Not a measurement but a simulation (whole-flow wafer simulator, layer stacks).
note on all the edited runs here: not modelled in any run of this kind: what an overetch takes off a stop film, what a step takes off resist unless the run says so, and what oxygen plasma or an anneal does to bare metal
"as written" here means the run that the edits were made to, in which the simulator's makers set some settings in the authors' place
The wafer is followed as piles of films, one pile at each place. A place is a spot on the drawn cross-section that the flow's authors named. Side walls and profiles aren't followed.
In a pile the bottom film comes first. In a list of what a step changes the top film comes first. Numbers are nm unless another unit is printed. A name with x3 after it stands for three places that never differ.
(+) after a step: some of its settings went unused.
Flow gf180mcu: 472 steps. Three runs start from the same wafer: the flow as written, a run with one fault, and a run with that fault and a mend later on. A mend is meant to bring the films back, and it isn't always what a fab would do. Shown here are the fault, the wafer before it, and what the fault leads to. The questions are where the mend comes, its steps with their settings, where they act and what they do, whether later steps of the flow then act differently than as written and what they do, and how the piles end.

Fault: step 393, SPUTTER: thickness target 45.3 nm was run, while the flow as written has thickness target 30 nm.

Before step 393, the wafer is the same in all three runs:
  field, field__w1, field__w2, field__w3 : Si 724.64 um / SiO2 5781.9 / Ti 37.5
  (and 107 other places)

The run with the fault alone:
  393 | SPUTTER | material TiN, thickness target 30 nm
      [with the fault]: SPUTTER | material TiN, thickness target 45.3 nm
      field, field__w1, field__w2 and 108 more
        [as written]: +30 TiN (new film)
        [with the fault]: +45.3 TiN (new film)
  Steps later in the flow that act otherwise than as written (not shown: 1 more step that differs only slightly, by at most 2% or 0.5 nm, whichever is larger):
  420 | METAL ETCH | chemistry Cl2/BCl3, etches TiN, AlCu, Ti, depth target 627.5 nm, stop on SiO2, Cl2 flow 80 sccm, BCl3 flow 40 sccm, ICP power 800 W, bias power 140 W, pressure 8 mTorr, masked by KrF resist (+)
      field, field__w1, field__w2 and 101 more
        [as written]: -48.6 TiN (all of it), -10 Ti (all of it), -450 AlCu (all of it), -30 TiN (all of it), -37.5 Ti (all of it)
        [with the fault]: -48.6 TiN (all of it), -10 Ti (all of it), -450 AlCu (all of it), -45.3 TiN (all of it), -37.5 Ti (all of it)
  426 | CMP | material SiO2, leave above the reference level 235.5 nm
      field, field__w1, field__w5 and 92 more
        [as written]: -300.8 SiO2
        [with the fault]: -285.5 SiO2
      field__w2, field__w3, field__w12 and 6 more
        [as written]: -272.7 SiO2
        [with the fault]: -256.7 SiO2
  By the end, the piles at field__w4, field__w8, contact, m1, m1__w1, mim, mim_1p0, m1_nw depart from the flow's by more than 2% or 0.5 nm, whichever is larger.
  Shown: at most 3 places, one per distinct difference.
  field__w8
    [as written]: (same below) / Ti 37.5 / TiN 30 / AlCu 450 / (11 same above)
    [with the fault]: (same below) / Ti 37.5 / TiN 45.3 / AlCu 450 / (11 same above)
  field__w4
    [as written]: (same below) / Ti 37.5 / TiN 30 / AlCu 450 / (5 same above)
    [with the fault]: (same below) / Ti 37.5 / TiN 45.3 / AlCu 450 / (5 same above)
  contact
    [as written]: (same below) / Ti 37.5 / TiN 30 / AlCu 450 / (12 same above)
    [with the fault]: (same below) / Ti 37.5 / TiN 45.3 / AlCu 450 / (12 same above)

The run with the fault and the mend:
  The mend follows step 393.
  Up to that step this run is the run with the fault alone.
  393a | METAL ETCH | chemistry Cl2/BCl3, etches TiN, AlCu, Ti, depth target 15.3 nm, Cl2 flow 80 sccm, BCl3 flow 40 sccm, ICP power 800 W, bias power 140 W, pressure 8 mTorr (a further turn of the flow's step 260, with different settings)
      field, field__w1, field__w2 and 108 more
        -15.3 TiN
  Every later step of the flow that is run acts as written at every place that is followed.
  At every place that both follow, the piles at the end match the flow's.
